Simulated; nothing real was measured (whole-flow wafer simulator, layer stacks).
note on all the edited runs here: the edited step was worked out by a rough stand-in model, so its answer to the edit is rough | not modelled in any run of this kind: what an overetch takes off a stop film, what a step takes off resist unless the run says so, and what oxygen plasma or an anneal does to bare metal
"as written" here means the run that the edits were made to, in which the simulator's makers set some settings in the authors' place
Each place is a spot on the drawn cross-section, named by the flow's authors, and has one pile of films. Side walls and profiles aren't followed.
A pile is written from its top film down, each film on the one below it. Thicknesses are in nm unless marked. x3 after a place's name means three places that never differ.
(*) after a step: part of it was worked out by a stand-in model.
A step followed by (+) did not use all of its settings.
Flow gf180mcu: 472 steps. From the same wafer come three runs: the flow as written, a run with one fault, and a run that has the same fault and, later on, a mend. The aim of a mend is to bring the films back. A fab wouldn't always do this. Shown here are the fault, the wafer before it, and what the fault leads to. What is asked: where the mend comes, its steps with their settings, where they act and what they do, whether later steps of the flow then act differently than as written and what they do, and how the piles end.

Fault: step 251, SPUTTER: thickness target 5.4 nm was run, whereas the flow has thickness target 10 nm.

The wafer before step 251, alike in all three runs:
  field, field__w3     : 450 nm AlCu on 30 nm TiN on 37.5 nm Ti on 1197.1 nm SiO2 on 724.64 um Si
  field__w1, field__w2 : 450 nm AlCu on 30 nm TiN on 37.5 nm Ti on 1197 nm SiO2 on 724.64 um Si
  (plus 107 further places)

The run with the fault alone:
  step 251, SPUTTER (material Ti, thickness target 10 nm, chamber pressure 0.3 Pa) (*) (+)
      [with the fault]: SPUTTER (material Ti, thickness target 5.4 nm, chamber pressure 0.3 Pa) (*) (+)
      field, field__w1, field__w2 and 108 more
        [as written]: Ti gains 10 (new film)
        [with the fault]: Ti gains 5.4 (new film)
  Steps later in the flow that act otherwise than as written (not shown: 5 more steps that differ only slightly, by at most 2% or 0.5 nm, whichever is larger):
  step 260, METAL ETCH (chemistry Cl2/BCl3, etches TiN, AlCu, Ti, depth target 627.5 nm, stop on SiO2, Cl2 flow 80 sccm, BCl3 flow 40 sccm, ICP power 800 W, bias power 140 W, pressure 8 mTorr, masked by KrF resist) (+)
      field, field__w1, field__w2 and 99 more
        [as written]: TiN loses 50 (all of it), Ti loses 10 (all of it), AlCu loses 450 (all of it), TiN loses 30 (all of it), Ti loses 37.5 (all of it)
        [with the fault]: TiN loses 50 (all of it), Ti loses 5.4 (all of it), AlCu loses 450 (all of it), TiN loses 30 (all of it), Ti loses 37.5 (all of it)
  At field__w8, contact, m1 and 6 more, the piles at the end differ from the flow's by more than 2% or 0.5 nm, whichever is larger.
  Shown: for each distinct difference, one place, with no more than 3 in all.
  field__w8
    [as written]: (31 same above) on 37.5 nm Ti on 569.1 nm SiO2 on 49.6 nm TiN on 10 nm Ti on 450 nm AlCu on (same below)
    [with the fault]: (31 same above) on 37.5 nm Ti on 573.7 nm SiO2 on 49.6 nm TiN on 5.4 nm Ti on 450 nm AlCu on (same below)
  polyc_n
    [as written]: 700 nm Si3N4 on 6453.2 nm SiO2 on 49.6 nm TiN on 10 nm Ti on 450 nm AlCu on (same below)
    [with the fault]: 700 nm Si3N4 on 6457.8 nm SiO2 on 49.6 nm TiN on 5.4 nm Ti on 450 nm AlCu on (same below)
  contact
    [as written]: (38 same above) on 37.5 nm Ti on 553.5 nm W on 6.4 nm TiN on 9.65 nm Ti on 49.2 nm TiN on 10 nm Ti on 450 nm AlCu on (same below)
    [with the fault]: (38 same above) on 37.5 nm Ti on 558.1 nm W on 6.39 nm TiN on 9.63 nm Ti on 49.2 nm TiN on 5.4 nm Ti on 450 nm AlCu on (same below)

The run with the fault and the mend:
  The mend stands after step 251.
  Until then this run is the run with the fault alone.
  step 251a, SPUTTER (material Ti, thickness target 4.6 nm, chamber pressure 0.3 Pa) (*) (+) (the flow's step 251, run once more with other settings)
      field, field__w1, field__w2 and 108 more
        Ti gains 4.6
  None of the later steps of the flow acts differently than as written at any place that is followed.
  By the end, the piles equal the flow's at every place that both follow.
